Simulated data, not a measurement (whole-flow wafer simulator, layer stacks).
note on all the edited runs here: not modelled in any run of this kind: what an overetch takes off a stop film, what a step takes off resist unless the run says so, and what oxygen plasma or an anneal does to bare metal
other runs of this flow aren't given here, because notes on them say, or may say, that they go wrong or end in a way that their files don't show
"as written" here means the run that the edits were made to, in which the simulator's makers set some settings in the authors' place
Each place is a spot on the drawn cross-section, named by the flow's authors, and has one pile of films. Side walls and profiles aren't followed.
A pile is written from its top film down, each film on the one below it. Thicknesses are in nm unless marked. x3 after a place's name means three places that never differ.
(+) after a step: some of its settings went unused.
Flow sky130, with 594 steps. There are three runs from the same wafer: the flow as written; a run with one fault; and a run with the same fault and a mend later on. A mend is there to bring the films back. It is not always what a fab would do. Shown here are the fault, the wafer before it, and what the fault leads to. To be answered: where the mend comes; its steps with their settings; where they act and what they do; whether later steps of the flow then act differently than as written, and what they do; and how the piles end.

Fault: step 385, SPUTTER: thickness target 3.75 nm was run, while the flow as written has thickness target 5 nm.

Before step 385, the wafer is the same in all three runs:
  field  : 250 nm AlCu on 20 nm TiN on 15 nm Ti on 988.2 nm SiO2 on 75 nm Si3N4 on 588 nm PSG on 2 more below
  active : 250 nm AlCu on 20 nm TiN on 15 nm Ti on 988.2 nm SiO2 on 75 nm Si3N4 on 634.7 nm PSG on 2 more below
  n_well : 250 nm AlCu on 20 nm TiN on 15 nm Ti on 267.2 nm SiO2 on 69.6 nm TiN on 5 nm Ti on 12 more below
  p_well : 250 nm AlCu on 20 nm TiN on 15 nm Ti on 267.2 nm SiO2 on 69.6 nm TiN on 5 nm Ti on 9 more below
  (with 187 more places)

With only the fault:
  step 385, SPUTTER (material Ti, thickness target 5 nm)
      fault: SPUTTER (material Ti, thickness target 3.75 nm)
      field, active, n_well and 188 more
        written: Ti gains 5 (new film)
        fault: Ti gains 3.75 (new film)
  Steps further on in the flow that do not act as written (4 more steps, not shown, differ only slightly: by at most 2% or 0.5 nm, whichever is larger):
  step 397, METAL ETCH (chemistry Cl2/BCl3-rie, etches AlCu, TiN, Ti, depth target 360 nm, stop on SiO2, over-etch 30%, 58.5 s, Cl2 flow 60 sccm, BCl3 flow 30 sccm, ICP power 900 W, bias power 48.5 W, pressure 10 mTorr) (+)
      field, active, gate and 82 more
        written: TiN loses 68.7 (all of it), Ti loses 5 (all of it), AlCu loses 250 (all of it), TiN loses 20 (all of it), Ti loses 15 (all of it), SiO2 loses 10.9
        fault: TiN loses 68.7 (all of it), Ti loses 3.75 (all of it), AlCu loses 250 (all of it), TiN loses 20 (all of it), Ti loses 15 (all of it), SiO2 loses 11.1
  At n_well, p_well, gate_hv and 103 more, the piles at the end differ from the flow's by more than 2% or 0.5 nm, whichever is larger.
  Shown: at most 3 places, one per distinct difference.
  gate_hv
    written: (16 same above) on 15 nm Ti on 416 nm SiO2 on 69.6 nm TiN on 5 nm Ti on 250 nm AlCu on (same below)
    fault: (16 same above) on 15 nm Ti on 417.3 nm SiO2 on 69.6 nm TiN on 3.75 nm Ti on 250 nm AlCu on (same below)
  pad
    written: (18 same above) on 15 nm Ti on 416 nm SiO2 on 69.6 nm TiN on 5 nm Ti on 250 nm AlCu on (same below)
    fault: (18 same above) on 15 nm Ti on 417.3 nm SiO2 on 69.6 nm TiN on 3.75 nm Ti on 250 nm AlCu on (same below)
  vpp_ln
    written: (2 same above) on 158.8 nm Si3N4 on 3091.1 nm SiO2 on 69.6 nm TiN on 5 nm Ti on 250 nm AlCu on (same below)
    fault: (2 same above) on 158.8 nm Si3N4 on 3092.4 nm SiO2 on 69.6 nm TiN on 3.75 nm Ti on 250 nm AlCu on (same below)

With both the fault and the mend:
  The mend follows step 385.
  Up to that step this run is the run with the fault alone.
  step 385a, SPUTTER (material Ti, thickness target 1.25 nm) (a further turn of the flow's step 385, with different settings)
      field, active, n_well and 188 more
        Ti gains 1.25
  None of the later steps of the flow acts differently than as written at any place that is followed.
  At every place that both follow, the piles at the end match the flow's.
